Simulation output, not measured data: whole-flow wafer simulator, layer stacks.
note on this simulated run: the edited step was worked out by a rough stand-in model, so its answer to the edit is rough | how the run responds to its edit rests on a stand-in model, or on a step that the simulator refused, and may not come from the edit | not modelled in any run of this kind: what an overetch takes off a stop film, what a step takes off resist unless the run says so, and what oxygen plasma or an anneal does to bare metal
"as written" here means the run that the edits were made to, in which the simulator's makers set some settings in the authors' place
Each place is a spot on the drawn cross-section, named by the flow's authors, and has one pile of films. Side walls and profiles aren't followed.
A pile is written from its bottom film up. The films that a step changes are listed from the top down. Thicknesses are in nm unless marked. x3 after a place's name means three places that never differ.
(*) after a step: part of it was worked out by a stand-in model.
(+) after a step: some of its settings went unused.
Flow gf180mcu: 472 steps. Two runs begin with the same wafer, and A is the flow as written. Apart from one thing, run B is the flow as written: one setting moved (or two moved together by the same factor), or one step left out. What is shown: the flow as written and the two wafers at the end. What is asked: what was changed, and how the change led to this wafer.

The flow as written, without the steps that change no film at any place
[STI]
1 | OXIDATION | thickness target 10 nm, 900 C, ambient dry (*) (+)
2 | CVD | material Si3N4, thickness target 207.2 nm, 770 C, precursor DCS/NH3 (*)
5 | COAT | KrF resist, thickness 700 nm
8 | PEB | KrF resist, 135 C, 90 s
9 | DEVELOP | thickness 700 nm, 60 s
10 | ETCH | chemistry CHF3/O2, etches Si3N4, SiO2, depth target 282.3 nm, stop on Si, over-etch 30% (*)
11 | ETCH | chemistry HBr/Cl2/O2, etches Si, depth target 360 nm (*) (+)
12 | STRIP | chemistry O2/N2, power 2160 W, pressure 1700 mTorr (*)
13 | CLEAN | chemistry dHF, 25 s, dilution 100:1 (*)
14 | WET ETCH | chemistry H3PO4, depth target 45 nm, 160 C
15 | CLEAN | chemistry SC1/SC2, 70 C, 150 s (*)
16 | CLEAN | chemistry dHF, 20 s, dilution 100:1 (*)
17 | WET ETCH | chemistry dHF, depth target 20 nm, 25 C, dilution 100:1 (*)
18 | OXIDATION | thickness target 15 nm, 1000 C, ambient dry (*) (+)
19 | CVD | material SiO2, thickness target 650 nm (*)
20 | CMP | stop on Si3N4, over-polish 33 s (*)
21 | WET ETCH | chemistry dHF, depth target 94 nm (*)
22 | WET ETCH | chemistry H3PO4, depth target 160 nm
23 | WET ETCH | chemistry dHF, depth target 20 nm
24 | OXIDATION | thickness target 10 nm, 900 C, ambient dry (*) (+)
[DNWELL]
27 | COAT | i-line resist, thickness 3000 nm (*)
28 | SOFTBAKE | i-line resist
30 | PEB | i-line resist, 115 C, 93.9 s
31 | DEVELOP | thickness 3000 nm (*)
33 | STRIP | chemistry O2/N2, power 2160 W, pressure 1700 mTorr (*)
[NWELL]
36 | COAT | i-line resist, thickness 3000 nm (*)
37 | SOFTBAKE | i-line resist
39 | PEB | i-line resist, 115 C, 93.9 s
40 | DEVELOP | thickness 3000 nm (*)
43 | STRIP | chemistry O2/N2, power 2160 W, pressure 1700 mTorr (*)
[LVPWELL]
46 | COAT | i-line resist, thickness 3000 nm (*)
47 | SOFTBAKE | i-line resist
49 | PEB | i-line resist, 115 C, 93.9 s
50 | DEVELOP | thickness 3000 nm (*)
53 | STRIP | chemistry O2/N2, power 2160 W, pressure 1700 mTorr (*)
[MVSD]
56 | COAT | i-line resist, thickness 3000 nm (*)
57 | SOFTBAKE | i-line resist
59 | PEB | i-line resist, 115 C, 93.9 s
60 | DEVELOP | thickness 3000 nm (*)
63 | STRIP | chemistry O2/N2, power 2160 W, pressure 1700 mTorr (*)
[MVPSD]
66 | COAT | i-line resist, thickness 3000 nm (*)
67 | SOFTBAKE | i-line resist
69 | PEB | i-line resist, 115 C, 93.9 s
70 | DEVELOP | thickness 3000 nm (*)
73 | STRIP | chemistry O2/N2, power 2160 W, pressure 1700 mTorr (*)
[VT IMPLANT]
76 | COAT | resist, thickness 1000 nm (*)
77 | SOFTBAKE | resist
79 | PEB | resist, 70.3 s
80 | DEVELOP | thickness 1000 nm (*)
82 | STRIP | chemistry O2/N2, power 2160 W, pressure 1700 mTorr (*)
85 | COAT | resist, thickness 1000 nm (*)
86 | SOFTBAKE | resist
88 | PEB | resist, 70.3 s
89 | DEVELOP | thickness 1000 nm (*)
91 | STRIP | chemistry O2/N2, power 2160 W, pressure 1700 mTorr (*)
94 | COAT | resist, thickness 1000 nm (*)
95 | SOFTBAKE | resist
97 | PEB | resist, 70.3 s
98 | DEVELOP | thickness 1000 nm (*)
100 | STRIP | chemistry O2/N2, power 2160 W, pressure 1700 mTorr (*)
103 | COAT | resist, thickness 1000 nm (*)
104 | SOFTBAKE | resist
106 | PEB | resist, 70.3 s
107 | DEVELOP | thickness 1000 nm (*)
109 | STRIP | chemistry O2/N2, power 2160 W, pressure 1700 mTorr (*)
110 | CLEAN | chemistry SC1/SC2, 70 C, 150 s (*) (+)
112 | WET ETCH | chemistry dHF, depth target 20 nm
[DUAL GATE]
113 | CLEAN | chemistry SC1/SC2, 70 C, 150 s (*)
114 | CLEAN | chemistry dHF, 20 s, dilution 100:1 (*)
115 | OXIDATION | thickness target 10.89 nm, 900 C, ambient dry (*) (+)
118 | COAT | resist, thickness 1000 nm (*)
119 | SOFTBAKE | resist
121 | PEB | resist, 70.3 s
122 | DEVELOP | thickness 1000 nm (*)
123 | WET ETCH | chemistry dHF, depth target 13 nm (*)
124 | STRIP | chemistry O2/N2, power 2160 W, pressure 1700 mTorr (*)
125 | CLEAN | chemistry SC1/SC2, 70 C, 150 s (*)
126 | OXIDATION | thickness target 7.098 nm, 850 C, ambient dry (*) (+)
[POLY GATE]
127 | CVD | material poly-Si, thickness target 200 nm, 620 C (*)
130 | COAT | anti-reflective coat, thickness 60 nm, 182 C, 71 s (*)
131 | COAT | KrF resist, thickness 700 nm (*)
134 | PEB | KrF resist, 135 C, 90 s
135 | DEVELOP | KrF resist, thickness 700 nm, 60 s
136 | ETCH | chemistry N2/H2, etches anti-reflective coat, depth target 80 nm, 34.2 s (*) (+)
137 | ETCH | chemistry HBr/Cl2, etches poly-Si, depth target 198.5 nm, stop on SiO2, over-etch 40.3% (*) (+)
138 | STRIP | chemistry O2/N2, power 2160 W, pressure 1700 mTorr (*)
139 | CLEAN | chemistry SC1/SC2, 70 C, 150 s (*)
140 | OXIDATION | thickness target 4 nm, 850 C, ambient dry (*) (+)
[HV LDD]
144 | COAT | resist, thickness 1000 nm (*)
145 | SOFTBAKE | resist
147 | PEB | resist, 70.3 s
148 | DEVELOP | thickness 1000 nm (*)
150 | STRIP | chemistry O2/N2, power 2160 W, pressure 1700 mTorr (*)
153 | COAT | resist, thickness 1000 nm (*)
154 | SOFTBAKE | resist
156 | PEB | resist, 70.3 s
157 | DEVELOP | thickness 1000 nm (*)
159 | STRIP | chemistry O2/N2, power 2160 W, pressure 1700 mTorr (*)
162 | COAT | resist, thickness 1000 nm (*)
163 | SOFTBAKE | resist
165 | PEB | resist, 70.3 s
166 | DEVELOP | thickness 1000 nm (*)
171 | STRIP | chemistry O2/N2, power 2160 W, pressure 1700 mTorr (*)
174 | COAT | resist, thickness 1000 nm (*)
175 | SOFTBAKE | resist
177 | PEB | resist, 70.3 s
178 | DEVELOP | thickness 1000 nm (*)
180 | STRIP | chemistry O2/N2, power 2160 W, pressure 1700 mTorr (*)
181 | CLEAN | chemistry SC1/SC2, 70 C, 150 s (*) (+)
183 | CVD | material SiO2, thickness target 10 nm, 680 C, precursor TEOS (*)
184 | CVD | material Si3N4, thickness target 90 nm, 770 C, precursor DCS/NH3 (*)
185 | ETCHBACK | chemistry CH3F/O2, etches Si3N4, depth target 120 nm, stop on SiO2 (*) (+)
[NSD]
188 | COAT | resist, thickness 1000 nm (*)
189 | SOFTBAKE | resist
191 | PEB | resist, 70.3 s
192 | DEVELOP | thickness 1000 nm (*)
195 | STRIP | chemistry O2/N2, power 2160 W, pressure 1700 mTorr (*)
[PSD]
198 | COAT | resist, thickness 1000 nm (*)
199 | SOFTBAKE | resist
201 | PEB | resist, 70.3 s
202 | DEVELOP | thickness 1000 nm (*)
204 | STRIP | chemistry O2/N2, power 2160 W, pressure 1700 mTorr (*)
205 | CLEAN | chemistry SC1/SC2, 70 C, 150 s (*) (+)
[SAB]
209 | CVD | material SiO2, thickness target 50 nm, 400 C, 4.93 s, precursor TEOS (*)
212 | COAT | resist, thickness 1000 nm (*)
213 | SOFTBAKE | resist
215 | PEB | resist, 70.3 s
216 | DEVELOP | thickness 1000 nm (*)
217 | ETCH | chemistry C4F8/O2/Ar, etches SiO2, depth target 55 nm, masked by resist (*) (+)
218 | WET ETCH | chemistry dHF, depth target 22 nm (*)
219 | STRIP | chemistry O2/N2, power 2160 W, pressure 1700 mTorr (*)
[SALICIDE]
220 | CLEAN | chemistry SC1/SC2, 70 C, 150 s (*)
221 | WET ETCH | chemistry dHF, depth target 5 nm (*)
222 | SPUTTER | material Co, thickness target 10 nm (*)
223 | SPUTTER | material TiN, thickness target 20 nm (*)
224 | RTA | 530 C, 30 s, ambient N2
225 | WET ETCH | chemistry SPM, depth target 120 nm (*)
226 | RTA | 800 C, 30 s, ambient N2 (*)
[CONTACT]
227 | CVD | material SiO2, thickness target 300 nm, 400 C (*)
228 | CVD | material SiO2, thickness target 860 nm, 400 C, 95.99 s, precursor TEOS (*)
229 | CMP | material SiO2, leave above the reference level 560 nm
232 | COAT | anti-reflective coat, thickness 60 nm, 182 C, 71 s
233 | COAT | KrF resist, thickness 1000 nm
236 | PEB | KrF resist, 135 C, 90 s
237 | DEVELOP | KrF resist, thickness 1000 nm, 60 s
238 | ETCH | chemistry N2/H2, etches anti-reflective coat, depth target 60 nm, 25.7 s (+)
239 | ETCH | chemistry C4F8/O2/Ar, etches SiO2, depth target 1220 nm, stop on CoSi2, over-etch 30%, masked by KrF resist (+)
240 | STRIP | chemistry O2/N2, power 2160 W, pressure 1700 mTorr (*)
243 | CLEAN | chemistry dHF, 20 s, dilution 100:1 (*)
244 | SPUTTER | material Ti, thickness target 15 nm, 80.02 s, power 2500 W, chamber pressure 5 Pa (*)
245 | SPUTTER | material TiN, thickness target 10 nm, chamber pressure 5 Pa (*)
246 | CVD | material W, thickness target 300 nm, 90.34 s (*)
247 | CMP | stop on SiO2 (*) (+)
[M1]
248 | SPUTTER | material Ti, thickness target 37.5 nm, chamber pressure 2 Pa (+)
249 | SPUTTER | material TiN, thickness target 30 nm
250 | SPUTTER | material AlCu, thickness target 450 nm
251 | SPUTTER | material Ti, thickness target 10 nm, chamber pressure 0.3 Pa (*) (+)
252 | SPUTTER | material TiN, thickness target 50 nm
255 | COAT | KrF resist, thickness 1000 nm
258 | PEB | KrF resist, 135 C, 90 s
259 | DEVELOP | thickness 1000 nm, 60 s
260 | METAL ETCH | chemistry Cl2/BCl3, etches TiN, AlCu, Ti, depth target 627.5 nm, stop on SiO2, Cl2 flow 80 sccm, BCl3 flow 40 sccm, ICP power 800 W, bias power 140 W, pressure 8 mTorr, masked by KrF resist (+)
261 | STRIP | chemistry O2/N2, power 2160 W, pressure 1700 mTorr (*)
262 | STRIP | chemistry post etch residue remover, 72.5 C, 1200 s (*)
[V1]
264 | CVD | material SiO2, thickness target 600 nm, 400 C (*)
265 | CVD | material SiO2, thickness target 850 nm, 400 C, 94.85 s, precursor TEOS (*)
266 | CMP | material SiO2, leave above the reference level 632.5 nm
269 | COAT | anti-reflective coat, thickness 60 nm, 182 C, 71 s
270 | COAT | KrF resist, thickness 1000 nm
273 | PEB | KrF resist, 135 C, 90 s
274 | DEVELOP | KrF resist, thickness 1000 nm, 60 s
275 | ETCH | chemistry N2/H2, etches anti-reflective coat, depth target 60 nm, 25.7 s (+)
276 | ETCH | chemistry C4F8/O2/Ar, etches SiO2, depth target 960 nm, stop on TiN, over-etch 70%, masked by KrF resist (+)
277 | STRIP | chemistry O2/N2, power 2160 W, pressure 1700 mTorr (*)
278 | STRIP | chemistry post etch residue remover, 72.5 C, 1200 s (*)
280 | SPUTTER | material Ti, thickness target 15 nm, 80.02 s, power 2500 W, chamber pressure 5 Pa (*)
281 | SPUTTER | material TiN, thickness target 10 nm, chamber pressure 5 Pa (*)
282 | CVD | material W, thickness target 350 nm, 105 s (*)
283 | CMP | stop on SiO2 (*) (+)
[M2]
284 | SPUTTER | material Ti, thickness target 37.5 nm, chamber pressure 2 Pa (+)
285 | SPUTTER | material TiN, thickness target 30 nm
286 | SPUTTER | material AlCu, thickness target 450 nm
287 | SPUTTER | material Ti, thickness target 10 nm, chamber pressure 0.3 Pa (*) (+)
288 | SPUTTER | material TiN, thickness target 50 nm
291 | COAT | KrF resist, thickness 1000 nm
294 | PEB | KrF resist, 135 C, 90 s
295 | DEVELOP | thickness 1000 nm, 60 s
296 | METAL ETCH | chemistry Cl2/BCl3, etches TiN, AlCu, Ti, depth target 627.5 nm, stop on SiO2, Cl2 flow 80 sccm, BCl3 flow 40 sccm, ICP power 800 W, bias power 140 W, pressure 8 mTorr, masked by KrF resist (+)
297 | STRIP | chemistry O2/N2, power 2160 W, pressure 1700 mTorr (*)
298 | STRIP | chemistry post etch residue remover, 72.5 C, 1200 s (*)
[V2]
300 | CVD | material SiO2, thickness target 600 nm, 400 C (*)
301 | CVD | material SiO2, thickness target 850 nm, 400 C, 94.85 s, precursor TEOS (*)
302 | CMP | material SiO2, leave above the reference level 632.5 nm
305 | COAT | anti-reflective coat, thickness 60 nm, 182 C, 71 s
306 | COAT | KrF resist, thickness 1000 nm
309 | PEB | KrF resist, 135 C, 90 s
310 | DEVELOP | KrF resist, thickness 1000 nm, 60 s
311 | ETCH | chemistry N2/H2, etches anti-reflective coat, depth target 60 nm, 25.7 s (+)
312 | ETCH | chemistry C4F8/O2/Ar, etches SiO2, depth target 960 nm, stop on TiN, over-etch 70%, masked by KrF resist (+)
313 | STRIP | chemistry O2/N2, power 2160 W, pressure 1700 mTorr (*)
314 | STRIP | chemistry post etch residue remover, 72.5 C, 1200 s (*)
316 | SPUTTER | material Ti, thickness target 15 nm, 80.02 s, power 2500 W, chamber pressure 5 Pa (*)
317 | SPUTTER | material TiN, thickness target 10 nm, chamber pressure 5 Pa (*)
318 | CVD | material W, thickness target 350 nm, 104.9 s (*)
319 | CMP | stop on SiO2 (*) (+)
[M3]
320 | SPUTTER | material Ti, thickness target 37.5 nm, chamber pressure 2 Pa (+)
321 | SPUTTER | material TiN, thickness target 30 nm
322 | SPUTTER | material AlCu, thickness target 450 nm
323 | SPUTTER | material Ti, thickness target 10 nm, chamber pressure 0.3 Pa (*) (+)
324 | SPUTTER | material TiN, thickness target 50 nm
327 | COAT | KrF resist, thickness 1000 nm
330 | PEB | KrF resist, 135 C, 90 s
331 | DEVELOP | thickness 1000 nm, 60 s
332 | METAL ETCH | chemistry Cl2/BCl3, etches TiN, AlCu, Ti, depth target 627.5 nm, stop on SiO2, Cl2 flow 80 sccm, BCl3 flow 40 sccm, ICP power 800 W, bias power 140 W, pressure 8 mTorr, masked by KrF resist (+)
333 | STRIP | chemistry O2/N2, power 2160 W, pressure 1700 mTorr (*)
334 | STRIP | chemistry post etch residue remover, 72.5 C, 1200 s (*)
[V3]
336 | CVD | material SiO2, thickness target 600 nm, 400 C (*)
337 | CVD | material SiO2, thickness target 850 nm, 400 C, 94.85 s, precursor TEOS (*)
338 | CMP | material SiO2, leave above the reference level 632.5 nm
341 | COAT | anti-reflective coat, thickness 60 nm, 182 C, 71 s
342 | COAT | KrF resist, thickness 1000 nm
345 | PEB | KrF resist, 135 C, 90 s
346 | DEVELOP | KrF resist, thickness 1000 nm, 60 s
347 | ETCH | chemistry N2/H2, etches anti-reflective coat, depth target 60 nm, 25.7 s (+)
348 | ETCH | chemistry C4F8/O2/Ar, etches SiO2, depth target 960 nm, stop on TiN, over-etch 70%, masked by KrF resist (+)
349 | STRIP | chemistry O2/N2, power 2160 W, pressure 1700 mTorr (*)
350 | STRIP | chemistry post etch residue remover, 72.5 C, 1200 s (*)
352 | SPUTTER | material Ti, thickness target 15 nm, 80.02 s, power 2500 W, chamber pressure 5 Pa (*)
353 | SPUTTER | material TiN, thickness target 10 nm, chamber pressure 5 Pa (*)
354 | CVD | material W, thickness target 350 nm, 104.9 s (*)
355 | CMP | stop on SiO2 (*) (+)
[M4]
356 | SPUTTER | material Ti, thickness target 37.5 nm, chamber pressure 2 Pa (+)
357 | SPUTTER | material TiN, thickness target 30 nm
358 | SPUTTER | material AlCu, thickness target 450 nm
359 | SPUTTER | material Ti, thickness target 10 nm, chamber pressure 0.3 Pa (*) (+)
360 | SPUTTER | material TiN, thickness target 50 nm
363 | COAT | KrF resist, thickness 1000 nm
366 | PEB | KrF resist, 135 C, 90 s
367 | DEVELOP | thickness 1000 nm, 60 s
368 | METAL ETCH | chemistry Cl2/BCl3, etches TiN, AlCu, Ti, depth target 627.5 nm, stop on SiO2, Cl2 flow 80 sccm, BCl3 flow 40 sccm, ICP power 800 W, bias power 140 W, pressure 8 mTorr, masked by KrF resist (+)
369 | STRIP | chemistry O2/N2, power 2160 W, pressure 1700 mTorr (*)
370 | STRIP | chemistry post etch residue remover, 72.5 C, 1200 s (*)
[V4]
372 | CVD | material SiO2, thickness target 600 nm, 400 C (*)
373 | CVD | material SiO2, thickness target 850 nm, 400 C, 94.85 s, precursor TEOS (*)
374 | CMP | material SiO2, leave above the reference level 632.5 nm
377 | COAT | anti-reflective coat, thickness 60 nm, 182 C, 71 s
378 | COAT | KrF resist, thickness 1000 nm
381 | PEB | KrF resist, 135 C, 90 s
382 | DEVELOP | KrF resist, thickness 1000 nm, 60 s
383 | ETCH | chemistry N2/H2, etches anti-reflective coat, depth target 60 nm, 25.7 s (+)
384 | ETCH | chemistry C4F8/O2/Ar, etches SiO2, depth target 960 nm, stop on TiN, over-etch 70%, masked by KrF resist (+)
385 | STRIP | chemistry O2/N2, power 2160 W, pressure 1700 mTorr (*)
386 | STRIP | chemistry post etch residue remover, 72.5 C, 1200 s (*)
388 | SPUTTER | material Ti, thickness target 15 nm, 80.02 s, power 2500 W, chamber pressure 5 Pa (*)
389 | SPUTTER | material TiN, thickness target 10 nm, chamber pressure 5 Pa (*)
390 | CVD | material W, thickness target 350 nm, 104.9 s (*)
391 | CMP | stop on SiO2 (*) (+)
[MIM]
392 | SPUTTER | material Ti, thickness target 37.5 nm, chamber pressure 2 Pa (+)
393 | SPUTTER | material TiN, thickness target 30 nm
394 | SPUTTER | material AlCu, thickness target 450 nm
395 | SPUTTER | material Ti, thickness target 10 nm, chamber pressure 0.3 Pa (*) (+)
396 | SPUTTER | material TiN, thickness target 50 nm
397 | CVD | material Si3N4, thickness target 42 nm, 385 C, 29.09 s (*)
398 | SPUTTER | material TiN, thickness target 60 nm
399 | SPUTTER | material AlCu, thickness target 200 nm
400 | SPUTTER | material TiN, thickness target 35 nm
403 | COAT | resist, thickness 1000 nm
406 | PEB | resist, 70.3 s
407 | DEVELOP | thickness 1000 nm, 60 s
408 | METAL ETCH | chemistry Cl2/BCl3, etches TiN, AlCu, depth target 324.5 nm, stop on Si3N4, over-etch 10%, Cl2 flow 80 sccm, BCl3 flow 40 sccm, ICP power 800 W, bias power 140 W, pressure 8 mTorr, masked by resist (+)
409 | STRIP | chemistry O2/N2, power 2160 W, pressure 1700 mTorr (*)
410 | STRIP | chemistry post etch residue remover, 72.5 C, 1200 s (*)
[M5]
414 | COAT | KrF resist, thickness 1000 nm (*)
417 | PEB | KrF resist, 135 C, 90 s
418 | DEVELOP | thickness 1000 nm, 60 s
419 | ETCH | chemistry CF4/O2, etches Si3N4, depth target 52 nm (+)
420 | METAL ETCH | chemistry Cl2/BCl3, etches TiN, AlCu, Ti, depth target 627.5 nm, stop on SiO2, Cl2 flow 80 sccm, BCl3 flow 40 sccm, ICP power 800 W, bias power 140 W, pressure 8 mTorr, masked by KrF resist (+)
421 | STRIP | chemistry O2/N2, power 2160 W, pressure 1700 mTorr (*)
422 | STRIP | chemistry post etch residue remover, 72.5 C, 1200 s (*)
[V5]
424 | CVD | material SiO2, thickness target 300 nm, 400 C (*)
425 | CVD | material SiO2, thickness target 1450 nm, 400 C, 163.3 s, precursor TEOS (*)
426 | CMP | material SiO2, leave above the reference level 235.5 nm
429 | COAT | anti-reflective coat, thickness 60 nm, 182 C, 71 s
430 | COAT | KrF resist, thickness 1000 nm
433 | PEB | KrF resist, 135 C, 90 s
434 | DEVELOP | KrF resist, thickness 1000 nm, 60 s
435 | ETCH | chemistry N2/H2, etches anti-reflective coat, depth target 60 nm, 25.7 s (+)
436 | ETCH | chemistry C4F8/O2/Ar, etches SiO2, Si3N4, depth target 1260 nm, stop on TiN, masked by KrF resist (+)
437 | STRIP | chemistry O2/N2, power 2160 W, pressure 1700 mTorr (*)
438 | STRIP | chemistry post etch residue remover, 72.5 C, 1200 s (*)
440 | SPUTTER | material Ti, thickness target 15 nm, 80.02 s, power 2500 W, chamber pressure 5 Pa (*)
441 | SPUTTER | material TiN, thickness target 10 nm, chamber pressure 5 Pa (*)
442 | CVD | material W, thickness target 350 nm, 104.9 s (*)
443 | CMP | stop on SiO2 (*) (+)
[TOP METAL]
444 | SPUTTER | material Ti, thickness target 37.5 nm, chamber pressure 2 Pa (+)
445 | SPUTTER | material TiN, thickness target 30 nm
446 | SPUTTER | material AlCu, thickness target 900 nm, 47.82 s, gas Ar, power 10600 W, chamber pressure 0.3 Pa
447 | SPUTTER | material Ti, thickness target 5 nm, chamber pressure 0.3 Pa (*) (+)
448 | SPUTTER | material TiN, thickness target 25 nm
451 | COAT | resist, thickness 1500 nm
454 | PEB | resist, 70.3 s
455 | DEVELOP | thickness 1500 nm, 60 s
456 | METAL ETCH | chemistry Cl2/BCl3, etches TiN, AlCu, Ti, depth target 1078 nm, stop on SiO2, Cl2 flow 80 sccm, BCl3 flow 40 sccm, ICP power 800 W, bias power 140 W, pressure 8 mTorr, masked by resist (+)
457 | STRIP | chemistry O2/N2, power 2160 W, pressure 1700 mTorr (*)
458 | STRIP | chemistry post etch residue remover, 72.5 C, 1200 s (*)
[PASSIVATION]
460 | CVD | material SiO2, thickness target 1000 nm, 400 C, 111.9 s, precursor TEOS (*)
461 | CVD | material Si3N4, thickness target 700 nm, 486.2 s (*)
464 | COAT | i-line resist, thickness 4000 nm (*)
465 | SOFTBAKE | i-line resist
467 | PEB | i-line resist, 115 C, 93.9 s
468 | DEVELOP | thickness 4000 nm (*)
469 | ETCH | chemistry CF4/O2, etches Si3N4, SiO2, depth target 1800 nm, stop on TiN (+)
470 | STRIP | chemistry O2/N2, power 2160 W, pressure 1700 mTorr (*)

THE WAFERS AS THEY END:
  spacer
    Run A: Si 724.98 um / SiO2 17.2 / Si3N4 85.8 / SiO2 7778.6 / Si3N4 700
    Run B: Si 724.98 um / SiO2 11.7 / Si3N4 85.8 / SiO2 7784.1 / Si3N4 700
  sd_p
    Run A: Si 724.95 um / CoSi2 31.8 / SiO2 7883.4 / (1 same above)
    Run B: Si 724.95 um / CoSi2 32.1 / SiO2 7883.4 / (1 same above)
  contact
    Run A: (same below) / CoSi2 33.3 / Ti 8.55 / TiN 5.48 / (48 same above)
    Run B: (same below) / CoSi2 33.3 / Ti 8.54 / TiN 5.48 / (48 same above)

What caused this: step 183, CVD: thickness target 4.5 nm was run, while the flow as written has thickness target 10 nm.

Step by step, how the change led to this:
  183 | CVD | material SiO2, thickness target 10 nm, 680 C, precursor TEOS (*)
      field, field__w1, field__w2 and 99 more: A SiO2 gains 10 | B SiO2 gains 4.5
      ld_drift_p: A SiO2 gains 9.87 | B SiO2 gains 4.44
      (also at 1 further place)
  189 | SOFTBAKE | resist
      active_hv: A resist gains 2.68 | B resist loses 0.53
      field_sub__w1: A resist gains 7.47 | B resist gains 9.67
  199 | SOFTBAKE | resist
      active_hv: A resist gains 2.68 | B resist loses 0.53
      field_sub__w1: A resist gains 7.47 | B resist gains 9.67
  217 | ETCH | chemistry C4F8/O2/Ar, etches SiO2, depth target 55 nm, masked by resist (*) (+)
      gate, gate_hv, gate_p and 23 more: A SiO2 loses 55 | B SiO2 loses 55 (all of it)
  218 | WET ETCH | chemistry dHF, depth target 22 nm (*)
      gate, gate_hv, gate_p and 23 more: A SiO2 loses 5.48 (all of it) | B nothing
      active, p_well, sd_n, iso_ptap_pw, iso_ntap_nw, iso_ptap_sub, vpnp_e: A SiO2 loses 9.01 (all of it) | B SiO2 loses 3.51 (all of it)
      (also at 16 further places)
  229 | CMP | material SiO2, leave above the reference level 560 nm
      field_sub, field_sub__w2: A SiO2 loses 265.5 | B SiO2 loses 259.6
      field__w1: A SiO2 loses 283.7 | B SiO2 loses 277.9
      (also at 13 further places)
